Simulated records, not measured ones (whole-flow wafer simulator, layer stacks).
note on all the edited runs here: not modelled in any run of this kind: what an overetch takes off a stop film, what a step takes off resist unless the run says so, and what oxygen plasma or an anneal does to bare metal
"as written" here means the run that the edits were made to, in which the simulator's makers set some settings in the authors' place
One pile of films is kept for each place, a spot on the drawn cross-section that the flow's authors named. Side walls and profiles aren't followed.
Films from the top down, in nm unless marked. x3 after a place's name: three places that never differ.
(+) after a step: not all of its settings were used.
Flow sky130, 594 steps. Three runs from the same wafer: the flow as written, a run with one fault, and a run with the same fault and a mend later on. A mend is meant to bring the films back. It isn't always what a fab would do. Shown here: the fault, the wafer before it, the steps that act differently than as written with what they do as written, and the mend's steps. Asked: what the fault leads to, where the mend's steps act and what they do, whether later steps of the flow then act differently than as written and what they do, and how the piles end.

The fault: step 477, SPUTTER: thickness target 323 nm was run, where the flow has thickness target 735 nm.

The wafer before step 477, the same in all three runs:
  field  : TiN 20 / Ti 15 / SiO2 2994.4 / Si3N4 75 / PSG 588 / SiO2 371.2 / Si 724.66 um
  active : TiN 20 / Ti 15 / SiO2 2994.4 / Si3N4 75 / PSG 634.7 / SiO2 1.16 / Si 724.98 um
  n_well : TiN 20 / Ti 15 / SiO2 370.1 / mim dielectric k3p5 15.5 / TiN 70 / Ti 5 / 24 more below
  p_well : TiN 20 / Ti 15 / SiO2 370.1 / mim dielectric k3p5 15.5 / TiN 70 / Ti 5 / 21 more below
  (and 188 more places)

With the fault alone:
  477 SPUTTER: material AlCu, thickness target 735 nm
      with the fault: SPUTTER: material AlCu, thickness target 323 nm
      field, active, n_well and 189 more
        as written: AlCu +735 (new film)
        with the fault: AlCu +323 (new film)
  Later steps of the flow that act differently than as written (4 more steps differ only slightly, by at most 2% or 0.5 nm, whichever is larger, and aren't shown):
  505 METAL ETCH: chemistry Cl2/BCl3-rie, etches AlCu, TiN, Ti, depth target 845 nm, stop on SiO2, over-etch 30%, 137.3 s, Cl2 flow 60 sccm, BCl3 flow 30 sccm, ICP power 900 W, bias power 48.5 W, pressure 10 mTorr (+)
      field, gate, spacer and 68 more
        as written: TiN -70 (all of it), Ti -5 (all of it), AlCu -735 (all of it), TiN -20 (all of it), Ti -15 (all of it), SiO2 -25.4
        with the fault: TiN -70 (all of it), Ti -5 (all of it), AlCu -323 (all of it), TiN -20 (all of it), Ti -15 (all of it), SiO2 -66.6
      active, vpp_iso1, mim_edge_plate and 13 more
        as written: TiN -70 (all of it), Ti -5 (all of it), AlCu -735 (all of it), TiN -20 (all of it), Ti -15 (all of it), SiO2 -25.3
        with the fault: TiN -70 (all of it), Ti -5 (all of it), AlCu -323 (all of it), TiN -20 (all of it), Ti -15 (all of it), SiO2 -66.6
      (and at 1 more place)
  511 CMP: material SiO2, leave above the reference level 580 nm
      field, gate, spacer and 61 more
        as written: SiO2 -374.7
        with the fault: SiO2 -745.4
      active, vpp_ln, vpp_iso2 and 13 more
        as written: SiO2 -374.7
        with the fault: SiO2 -745.5
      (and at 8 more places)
  At the end the piles differ from the flow's by more than 2% or 0.5 nm, whichever is larger, at field, active, n_well and 190 more.
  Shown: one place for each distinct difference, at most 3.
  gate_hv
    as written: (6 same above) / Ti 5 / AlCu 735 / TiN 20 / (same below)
    with the fault: (6 same above) / Ti 5 / AlCu 323 / TiN 20 / (same below)
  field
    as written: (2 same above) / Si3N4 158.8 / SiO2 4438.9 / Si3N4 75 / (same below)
    with the fault: (2 same above) / Si3N4 158.8 / SiO2 4026.9 / Si3N4 75 / (same below)
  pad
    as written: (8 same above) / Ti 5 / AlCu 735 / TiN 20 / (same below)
    with the fault: (8 same above) / Ti 5 / AlCu 323 / TiN 20 / (same below)

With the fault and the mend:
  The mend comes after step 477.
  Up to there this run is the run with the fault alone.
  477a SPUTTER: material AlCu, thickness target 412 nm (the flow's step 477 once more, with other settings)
      field, active, n_well and 189 more
        AlCu +412
  No later step of the flow acts differently than as written at any place that is followed.
  At the end the piles are the same as the flow's at every place that both follow.
